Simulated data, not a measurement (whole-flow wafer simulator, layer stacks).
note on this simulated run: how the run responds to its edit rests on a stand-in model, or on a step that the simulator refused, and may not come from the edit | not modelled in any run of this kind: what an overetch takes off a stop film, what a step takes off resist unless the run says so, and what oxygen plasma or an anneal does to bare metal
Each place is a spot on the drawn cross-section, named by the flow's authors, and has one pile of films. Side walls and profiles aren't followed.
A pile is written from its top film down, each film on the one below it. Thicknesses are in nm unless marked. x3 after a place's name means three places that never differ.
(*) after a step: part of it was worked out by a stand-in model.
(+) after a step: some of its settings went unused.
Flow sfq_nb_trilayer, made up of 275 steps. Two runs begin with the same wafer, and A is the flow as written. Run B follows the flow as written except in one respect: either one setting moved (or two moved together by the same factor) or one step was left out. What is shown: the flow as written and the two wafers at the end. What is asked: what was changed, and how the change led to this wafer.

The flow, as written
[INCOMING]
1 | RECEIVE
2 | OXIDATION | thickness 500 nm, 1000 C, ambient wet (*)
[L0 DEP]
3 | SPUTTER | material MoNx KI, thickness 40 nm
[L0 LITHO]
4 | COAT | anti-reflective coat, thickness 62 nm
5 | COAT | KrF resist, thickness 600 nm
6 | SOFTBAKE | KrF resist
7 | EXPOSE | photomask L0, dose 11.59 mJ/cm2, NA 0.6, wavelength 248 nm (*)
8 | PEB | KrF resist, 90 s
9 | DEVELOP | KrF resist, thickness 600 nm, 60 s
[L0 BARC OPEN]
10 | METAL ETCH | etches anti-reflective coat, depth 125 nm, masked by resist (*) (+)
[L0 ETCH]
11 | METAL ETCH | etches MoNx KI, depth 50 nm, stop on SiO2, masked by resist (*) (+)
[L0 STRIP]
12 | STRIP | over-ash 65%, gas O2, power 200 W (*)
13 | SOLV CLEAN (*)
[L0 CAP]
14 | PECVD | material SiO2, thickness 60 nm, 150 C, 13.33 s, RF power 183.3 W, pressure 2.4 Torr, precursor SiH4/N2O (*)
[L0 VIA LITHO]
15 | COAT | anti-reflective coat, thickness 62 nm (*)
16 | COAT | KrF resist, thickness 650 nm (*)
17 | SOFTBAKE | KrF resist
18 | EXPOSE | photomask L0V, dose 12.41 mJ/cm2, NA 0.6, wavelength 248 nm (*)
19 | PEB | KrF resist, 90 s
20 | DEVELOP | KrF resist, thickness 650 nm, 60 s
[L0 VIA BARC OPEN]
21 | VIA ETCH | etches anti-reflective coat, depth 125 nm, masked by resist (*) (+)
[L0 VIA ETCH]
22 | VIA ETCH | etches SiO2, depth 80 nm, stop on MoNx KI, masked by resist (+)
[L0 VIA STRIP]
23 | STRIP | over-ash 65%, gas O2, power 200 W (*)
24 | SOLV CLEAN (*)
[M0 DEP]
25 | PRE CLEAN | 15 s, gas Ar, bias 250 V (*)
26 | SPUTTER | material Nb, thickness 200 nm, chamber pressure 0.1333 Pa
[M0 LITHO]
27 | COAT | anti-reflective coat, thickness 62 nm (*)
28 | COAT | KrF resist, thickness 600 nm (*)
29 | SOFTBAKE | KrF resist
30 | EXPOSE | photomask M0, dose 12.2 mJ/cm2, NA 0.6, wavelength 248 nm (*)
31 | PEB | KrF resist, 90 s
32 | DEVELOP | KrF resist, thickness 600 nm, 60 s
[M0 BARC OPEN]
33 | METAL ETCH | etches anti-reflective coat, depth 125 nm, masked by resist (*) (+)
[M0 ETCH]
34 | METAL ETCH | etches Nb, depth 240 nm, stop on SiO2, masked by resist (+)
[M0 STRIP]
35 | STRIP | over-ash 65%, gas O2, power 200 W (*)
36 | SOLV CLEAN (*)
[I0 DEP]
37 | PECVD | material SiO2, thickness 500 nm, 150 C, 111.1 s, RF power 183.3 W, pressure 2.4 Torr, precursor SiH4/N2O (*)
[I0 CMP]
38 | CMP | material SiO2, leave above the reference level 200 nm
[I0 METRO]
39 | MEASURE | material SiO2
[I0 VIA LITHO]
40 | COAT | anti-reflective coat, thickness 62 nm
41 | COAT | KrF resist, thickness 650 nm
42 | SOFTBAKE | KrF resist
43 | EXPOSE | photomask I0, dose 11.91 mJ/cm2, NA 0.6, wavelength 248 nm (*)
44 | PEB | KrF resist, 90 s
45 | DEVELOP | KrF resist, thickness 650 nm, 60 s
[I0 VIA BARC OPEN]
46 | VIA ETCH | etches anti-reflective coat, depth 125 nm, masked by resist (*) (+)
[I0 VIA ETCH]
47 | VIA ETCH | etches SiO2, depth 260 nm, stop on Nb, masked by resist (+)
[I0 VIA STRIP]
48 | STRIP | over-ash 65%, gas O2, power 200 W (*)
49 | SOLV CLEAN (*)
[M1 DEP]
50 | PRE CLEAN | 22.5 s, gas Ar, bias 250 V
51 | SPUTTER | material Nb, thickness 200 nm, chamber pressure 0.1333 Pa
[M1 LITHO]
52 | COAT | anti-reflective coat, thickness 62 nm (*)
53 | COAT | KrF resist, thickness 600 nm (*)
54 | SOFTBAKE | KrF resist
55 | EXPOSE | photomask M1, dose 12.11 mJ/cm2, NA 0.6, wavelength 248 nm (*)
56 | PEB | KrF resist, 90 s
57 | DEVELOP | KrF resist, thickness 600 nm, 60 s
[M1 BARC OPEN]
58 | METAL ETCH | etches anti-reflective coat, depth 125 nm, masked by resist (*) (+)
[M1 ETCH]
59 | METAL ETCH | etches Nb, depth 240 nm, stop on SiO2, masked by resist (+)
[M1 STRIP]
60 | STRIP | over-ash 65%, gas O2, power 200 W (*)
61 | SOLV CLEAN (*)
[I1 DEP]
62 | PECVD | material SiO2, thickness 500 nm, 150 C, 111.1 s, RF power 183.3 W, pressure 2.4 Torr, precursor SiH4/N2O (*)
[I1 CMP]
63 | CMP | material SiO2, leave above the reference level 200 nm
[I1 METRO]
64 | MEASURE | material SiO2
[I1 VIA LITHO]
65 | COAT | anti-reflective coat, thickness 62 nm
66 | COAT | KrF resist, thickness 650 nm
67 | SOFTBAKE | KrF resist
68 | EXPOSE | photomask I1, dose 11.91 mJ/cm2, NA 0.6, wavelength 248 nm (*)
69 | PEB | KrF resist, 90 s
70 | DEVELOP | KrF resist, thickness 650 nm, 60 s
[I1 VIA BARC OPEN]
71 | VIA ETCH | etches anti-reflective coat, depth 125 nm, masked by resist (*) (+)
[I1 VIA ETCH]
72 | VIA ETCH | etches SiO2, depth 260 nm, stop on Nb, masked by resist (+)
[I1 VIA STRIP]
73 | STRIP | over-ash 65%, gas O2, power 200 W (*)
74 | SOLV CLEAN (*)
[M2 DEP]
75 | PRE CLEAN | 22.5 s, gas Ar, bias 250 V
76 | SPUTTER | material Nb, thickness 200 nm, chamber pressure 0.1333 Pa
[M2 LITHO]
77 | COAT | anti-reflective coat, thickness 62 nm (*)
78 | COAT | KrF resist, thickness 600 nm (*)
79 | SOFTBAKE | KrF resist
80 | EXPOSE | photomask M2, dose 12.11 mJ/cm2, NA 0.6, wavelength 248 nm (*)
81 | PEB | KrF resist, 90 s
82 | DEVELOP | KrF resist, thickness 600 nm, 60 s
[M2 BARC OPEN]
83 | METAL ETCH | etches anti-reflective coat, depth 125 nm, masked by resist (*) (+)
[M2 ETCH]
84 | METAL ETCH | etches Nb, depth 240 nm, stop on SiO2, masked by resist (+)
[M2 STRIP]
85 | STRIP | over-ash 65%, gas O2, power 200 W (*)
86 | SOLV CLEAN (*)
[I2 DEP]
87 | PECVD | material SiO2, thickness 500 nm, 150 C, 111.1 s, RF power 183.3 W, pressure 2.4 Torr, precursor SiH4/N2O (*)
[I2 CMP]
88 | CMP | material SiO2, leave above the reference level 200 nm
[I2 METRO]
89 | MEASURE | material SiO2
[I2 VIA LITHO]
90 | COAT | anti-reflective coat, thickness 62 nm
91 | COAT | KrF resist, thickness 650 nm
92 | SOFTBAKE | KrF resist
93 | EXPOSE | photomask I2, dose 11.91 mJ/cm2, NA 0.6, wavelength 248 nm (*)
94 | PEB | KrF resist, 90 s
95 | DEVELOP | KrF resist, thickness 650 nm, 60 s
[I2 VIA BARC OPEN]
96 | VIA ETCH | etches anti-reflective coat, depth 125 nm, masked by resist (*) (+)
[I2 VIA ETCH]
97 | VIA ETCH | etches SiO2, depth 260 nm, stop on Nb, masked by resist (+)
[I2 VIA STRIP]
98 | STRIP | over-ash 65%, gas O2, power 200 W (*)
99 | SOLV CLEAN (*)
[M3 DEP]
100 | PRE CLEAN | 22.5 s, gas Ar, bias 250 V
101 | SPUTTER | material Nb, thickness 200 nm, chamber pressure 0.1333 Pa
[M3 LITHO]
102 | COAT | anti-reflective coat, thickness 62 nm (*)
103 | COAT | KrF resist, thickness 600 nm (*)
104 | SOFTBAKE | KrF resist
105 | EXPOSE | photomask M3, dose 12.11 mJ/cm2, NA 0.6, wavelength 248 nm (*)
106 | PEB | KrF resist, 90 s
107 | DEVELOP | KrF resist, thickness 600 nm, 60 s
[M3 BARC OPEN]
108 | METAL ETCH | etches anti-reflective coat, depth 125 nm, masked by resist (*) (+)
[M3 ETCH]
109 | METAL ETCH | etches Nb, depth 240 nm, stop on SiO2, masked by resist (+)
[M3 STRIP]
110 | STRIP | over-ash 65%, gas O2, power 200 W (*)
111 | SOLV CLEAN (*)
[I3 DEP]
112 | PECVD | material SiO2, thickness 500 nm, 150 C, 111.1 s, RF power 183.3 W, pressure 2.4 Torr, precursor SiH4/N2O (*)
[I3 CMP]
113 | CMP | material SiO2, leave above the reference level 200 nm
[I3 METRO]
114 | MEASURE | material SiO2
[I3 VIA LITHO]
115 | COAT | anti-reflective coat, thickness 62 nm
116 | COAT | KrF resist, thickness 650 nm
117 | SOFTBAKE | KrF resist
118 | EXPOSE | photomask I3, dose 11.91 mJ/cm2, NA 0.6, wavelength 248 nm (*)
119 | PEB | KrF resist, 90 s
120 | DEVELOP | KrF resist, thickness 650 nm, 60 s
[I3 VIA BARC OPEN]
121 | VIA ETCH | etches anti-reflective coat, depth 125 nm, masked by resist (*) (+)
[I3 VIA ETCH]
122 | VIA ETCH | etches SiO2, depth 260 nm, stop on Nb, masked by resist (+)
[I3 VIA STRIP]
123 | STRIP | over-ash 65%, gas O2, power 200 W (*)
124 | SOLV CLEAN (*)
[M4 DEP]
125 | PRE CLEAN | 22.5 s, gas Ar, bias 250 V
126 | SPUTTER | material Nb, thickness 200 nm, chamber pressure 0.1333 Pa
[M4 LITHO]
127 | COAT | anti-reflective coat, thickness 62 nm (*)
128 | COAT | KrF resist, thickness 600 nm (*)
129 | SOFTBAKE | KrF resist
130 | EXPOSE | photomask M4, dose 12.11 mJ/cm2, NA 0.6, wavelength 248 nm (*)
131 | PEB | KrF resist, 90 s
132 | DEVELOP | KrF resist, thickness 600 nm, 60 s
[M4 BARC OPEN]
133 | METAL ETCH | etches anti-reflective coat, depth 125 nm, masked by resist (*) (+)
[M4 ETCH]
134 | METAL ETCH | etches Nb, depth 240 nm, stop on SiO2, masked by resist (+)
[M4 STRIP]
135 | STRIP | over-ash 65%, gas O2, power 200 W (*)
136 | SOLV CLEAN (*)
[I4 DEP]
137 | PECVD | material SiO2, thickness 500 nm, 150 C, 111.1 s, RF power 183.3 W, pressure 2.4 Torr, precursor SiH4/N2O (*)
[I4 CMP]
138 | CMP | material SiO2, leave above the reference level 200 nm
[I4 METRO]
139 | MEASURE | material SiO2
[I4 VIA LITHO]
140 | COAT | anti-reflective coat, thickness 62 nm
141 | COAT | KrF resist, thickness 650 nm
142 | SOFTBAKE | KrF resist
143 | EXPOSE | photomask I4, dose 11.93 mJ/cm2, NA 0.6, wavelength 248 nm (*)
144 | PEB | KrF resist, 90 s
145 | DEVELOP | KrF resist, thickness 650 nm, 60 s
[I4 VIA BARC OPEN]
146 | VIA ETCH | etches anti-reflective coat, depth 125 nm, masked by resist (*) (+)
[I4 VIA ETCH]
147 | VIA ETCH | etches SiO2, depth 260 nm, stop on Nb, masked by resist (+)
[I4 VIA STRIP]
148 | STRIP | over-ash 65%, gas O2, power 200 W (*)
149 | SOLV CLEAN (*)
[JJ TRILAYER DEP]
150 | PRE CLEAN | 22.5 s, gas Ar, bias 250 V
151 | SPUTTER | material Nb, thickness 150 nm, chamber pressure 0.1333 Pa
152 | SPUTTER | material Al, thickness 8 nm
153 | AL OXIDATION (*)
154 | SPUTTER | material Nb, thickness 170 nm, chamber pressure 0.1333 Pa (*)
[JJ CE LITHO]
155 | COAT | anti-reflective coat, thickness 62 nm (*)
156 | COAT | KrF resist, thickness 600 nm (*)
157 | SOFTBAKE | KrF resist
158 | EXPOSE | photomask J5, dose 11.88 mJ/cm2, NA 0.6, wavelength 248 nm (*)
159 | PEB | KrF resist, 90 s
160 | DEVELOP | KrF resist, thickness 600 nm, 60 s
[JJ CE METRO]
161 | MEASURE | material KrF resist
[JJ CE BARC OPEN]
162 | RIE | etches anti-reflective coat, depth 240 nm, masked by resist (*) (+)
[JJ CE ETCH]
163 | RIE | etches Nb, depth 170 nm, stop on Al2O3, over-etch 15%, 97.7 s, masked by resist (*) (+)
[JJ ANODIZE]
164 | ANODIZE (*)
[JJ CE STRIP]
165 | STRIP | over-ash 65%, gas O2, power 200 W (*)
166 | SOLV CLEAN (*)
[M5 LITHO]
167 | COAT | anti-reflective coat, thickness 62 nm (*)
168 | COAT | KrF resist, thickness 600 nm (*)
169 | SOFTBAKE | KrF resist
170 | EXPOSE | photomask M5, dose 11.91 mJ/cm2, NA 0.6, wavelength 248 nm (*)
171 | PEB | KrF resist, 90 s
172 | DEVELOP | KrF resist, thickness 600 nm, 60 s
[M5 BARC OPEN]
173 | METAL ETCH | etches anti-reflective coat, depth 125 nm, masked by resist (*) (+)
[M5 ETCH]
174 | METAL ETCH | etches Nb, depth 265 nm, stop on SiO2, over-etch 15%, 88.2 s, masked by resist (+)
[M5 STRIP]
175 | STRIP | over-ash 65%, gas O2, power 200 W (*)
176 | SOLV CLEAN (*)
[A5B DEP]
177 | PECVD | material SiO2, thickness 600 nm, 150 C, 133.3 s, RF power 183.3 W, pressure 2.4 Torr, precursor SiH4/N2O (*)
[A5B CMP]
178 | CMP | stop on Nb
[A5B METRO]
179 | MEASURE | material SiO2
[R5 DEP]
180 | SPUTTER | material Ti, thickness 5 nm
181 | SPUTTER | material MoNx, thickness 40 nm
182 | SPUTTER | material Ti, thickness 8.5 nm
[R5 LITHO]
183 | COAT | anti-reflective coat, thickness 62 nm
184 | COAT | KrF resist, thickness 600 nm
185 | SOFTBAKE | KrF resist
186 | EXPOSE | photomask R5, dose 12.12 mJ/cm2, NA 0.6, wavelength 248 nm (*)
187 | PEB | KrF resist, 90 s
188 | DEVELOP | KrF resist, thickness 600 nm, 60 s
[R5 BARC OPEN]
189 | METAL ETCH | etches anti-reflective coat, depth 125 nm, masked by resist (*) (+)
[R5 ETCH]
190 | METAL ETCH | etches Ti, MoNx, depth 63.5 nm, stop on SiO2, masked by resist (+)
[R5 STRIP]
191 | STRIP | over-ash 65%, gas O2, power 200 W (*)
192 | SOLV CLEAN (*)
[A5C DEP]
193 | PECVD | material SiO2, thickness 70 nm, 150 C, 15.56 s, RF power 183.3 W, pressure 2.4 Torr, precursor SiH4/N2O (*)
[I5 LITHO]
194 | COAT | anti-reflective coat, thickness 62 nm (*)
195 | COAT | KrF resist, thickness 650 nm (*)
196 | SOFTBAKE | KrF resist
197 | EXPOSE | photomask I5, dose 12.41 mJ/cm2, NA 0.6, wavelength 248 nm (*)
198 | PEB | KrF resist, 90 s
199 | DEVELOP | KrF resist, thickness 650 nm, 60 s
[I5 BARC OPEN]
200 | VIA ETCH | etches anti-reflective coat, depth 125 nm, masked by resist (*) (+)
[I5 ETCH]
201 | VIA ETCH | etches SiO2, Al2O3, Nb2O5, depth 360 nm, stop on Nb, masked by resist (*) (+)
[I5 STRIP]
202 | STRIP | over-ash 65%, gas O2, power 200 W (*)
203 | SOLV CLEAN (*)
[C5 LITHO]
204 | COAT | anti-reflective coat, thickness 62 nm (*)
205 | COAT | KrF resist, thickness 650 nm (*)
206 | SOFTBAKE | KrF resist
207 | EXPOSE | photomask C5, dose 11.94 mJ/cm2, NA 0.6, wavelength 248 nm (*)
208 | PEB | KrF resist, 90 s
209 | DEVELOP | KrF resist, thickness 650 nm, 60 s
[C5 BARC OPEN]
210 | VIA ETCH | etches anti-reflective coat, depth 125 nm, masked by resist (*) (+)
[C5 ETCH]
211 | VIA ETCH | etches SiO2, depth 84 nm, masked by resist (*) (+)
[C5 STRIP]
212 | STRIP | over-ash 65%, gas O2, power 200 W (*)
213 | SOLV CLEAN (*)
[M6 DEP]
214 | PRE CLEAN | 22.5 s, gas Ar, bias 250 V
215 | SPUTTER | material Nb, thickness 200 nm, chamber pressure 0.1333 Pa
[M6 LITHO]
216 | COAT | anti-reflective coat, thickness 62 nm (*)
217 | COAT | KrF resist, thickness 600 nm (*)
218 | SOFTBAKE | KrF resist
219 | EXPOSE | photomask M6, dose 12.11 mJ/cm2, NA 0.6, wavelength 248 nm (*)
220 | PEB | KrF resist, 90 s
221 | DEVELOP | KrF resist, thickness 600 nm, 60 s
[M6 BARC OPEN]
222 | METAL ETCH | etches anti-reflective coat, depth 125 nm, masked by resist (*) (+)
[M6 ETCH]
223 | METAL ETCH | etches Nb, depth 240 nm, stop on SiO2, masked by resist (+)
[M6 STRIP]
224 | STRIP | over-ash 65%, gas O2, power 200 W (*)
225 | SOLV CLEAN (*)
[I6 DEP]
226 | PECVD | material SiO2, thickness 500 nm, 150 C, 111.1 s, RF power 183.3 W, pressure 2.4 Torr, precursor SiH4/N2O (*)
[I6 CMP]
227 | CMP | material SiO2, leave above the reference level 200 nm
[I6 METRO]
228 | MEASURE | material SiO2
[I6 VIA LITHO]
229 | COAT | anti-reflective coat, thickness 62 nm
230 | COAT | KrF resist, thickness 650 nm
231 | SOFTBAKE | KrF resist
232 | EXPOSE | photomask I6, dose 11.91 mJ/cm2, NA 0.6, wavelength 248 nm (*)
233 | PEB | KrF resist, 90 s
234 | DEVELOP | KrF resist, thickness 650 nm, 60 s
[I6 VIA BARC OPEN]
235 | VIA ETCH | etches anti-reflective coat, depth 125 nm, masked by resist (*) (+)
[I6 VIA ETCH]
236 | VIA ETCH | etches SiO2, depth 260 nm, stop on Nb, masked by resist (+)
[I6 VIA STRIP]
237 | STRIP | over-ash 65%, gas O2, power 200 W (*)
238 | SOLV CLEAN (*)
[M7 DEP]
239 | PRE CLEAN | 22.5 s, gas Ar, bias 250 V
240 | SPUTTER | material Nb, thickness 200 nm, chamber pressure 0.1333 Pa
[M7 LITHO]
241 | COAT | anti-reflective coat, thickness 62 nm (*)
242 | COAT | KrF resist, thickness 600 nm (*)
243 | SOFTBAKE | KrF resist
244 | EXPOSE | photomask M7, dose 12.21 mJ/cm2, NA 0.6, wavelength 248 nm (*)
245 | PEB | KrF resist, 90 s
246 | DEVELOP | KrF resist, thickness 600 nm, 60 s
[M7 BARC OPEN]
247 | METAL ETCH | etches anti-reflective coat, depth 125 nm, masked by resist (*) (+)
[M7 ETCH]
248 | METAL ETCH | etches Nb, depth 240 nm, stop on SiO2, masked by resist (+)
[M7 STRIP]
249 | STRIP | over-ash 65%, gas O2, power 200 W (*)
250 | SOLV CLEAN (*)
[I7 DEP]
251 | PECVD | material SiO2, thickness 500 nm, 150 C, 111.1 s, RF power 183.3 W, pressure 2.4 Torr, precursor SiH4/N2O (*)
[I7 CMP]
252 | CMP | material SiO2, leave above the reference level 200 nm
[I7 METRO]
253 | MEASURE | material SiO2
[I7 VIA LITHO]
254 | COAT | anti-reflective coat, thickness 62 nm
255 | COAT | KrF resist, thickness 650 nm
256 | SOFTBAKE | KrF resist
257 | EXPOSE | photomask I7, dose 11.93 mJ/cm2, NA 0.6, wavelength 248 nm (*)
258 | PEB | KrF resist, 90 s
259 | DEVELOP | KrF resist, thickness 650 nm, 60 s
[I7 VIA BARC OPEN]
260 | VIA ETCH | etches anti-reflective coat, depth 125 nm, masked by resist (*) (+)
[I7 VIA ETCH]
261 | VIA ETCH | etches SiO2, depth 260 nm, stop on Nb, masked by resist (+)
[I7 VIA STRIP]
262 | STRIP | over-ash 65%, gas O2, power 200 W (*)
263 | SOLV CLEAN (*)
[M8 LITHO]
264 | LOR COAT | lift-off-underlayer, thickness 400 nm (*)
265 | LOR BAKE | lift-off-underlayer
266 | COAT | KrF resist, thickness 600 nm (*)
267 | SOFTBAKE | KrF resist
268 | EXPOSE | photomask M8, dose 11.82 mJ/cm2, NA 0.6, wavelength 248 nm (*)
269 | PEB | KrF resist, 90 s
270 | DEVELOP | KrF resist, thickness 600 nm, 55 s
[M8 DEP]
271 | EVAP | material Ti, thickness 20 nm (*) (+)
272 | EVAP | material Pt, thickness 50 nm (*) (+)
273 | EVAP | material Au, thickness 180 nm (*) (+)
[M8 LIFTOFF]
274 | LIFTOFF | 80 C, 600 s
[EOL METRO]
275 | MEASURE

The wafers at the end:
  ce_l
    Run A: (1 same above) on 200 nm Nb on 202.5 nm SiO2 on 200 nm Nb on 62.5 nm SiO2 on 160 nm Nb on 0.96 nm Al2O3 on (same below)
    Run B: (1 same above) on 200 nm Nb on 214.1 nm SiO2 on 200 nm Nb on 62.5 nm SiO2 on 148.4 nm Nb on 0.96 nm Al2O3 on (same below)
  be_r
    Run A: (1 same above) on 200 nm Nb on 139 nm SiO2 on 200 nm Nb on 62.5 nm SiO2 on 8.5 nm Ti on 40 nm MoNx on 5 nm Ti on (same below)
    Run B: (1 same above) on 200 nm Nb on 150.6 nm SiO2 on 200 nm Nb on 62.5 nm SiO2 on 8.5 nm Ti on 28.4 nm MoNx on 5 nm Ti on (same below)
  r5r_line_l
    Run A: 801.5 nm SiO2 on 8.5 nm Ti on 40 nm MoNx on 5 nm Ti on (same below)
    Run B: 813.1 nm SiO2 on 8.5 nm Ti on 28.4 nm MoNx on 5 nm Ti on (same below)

The reason: step 181, SPUTTER: thickness 28.4 nm was run, though the flow has thickness 40 nm.
The wafer lets one read it off: be_r has MoNx 28.4, and step 181 as written asks for 40 nm.

How this came from the change, step by step:
  181 | SPUTTER | material MoNx, thickness 40 nm
      field_l, v_sur, via_wl and 103 more: A +40 MoNx (new film) | B +28.4 MoNx (new film)
  190 | METAL ETCH | etches Ti, MoNx, depth 63.5 nm, stop on SiO2, masked by resist (+)
      field_l, v_sur, via_wl and 92 more: A -8.5 Ti (all of it), -40 MoNx (all of it), -5 Ti (all of it) | B -8.5 Ti (all of it), -28.4 MoNx (all of it), -5 Ti (all of it)
      ce_l, c5j, ce_r, wl_jj: A -8.5 Ti (all of it), -40 MoNx (all of it), -5 Ti (all of it), -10 Nb | B -8.5 Ti (all of it), -28.4 MoNx (all of it), -5 Ti (all of it), -21.6 Nb
  194 | COAT | anti-reflective coat, thickness 62 nm (*)
      wl_j_sl, wl_j_sr: A +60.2 anti-reflective coat (new film) | B +58.3 anti-reflective coat (new film)
      r5r_spacepad_l, r5r_spacepad_r: A +84.4 anti-reflective coat (new film) | B +79.4 anti-reflective coat (new film)
      (also at 12 further places)
  202 | STRIP | over-ash 65%, gas O2, power 200 W (*)
      wl_j_sl, wl_j_sr: A -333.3 KrF resist (all of it), -60.2 anti-reflective coat (all of it) | B -333.4 KrF resist (all of it), -58.3 anti-reflective coat (all of it)
      r5r_spacepad_l, r5r_spacepad_r: A -335.6 KrF resist (all of it), -84.4 anti-reflective coat (all of it) | B -335.2 KrF resist (all of it), -79.4 anti-reflective coat (all of it)
      (also at 12 further places)
  204 | COAT | anti-reflective coat, thickness 62 nm (*)
      wl_j_sl, wl_j_sr: A +60.2 anti-reflective coat (new film) | B +58.3 anti-reflective coat (new film)
      r5r_spacepad_l, r5r_spacepad_r: A +84.4 anti-reflective coat (new film) | B +79.4 anti-reflective coat (new film)
      (also at 12 further places)
  210 | VIA ETCH | etches anti-reflective coat, depth 125 nm, masked by resist (*) (+)
      c5j: A -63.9 anti-reflective coat (all of it), -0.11 SiO2 | B -67.1 anti-reflective coat (all of it), -0.1 SiO2
  212 | STRIP | over-ash 65%, gas O2, power 200 W (*)
      wl_j_sl, wl_j_sr: A -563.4 KrF resist (all of it), -60.2 anti-reflective coat (all of it) | B -562.7 KrF resist (all of it), -58.3 anti-reflective coat (all of it)
      r5r_spacepad_l, r5r_spacepad_r: A -565.8 KrF resist (all of it), -84.4 anti-reflective coat (all of it) | B -564.4 KrF resist (all of it), -79.4 anti-reflective coat (all of it)
      (also at 11 further places)
  216 | COAT | anti-reflective coat, thickness 62 nm (*)
      wl_j_sl, wl_j_sr: A +60.2 anti-reflective coat (new film) | B +58.3 anti-reflective coat (new film)
      r5r_line_l, r5r_line_c: A +50 anti-reflective coat (new film) | B +51.9 anti-reflective coat (new film)
      (also at 12 further places)
  222 | METAL ETCH | etches anti-reflective coat, depth 125 nm, masked by resist (*) (+)
      r5r_line_l, r5r_line_c: A -50 anti-reflective coat (all of it) | B -51.9 anti-reflective coat (all of it)
      r5r_spacepad_l, r5r_spacepad_r: A -85.7 anti-reflective coat (all of it) | B -80.1 anti-reflective coat (all of it)
      (also at 2 further places)
  224 | STRIP | over-ash 65%, gas O2, power 200 W (*)
      wl_j_sl, wl_j_sr: A -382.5 KrF resist (all of it), -60.2 anti-reflective coat (all of it) | B -382.5 KrF resist (all of it), -58.3 anti-reflective coat (all of it)
      jj_sur: A -378.5 KrF resist (all of it), -56.1 anti-reflective coat (all of it) | B -378 KrF resist (all of it), -53.8 anti-reflective coat (all of it)
      (also at 7 further places)
  226 | PECVD | material SiO2, thickness 500 nm, 150 C, 111.1 s, RF power 183.3 W, pressure 2.4 Torr, precursor SiH4/N2O (*)
      r5r_spacepad_l, r5r_spacepad_r: A +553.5 SiO2 | B +539.4 SiO2
  227 | CMP | material SiO2, leave above the reference level 200 nm
      ce_l, ce_r, wl_jj: A -290 SiO2 | B -278.4 SiO2
      be_r, r_sur, r_end: A -353.5 SiO2 | B -341.9 SiO2
      (also at 7 further places)
